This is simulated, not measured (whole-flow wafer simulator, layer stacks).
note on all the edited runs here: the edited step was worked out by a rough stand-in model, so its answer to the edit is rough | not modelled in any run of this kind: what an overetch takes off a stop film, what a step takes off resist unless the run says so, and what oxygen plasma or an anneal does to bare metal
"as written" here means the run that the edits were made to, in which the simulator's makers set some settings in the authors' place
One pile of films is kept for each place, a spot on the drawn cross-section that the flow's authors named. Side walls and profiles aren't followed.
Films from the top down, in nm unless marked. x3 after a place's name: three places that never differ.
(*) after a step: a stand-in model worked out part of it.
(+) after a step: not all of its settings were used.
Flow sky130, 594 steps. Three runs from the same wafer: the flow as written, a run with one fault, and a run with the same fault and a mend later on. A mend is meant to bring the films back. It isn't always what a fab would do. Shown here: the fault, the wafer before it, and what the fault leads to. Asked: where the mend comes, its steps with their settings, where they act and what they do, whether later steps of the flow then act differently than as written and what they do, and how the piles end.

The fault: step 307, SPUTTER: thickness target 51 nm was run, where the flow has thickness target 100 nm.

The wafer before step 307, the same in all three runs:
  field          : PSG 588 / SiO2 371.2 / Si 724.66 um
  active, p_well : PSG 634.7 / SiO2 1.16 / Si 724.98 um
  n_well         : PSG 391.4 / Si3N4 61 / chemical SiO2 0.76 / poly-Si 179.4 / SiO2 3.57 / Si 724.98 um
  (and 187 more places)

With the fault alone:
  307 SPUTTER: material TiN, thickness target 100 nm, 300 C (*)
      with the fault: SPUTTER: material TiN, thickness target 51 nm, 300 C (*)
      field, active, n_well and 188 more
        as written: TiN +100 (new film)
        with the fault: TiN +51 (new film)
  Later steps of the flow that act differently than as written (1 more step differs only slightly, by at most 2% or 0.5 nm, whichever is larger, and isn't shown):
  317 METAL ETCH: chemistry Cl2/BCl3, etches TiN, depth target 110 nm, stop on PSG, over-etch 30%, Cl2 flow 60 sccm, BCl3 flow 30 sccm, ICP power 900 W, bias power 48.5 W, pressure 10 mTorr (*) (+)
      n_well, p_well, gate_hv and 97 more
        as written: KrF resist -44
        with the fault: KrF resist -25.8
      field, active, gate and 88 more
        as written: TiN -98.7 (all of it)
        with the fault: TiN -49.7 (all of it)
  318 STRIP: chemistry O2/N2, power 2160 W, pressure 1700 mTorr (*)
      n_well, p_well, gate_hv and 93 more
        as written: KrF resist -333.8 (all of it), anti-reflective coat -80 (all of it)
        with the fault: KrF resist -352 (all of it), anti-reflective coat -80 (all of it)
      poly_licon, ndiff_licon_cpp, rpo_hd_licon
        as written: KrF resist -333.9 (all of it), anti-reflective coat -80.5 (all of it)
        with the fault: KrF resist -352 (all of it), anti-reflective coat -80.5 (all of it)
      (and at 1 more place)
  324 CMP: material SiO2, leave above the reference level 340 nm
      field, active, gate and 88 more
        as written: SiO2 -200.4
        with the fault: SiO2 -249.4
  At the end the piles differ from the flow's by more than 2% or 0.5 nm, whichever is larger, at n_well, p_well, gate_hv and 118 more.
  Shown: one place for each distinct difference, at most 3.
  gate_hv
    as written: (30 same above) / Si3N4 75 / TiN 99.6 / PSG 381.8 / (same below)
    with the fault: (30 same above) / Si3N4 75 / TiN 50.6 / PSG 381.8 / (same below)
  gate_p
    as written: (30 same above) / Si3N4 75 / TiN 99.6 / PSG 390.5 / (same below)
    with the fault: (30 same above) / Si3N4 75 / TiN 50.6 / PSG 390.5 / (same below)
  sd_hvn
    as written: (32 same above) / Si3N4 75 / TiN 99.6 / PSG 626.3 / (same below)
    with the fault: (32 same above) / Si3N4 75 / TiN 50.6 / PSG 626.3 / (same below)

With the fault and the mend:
  The mend comes after step 307.
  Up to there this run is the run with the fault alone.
  307a SPUTTER: material TiN, thickness target 49 nm, 300 C (*) (the flow's step 307 once more, with other settings)
      field, active, n_well and 188 more
        TiN +49
  No later step of the flow acts differently than as written, at any place that is followed, by more than 2% or 0.5 nm, whichever is larger.
  At the end the piles are the same as the flow's at every place that both follow.
